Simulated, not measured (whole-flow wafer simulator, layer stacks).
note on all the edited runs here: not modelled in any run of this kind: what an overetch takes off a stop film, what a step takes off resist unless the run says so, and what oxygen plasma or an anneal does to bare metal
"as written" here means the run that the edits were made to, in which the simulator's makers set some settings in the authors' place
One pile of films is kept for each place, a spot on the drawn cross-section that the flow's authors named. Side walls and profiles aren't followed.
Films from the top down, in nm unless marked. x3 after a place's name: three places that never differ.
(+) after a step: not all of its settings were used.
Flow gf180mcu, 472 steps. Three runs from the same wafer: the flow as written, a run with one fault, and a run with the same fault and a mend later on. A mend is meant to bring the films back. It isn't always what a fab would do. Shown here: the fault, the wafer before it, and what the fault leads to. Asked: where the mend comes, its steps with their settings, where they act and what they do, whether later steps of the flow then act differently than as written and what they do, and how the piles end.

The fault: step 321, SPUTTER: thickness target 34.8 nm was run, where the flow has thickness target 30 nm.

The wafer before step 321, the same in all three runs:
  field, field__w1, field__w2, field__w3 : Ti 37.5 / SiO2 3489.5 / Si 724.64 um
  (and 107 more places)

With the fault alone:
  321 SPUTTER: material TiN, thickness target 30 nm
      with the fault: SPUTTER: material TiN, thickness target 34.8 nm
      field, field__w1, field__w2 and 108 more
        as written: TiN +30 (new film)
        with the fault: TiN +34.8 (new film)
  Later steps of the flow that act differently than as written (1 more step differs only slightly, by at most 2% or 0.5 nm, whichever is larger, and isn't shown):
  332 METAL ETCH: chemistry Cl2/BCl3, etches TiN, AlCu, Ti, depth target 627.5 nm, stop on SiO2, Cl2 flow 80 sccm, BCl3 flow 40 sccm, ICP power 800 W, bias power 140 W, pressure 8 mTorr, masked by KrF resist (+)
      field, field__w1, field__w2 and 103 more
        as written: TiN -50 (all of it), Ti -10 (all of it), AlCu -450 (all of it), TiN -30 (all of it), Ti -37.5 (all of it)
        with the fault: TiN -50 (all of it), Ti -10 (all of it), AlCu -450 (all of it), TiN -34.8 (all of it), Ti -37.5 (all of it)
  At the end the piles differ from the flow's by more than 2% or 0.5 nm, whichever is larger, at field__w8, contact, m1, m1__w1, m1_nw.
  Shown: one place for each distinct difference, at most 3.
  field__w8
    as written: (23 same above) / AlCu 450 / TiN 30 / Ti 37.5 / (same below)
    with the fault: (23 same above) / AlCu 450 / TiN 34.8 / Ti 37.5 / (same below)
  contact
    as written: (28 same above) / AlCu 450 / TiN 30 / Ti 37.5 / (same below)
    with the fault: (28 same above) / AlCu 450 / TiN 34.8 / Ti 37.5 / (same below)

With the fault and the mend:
  The mend comes after step 321.
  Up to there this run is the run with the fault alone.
  321a METAL ETCH: chemistry Cl2/BCl3, etches TiN, AlCu, Ti, depth target 4.8 nm, Cl2 flow 80 sccm, BCl3 flow 40 sccm, ICP power 800 W, bias power 140 W, pressure 8 mTorr (the flow's step 260 once more, with other settings)
      field, field__w1, field__w2 and 108 more
        TiN -4.8
  No later step of the flow acts differently than as written at any place that is followed.
  At the end the piles are the same as the flow's at every place that both follow.
